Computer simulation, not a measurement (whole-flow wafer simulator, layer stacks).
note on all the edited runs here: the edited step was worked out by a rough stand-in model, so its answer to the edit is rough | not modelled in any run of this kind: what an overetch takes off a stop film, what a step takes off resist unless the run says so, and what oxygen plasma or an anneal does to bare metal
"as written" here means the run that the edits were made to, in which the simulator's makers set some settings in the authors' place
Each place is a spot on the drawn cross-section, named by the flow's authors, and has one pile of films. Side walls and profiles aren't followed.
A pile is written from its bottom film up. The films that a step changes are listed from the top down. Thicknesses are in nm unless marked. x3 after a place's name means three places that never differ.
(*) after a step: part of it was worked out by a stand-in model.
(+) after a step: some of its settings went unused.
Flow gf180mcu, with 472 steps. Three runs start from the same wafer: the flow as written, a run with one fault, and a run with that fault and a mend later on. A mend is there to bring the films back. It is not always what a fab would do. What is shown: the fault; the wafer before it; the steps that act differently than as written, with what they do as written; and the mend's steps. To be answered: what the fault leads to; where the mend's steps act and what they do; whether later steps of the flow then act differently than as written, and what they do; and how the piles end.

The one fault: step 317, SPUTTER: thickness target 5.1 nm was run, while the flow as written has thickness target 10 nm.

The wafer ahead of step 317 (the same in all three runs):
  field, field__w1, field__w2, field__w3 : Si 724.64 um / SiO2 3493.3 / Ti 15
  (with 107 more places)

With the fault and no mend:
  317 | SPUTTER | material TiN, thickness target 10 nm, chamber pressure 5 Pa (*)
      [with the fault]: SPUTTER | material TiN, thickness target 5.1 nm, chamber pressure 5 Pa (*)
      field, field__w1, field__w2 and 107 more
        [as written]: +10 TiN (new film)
        [with the fault]: +5.1 TiN (new film)
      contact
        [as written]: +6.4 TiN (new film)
        [with the fault]: +3.27 TiN (new film)
  Steps later in the flow that act otherwise than as written (not shown: 1 more step that differs only slightly, by at most 2% or 0.5 nm, whichever is larger):
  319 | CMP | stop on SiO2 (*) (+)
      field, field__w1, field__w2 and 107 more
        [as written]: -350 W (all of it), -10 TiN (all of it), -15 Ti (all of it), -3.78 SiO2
        [with the fault]: -350 W (all of it), -5.1 TiN (all of it), -15 Ti (all of it), -3.73 SiO2
  The piles end different from the flow's at contact by more than 2% or 0.5 nm, whichever is larger.
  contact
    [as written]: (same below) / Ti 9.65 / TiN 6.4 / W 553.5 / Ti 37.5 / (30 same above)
    [with the fault]: (same below) / Ti 9.65 / TiN 3.27 / W 556.7 / Ti 37.5 / (30 same above)

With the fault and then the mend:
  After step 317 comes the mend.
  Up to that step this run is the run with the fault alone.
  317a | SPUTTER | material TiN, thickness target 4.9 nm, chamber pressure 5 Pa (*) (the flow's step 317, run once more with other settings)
      field, field__w1, field__w2 and 107 more
        +4.9 TiN
      contact
        +3.14 TiN
  Every later step of the flow that is run acts as written at every place that is followed.
  By the end, the piles equal the flow's at every place that both follow.
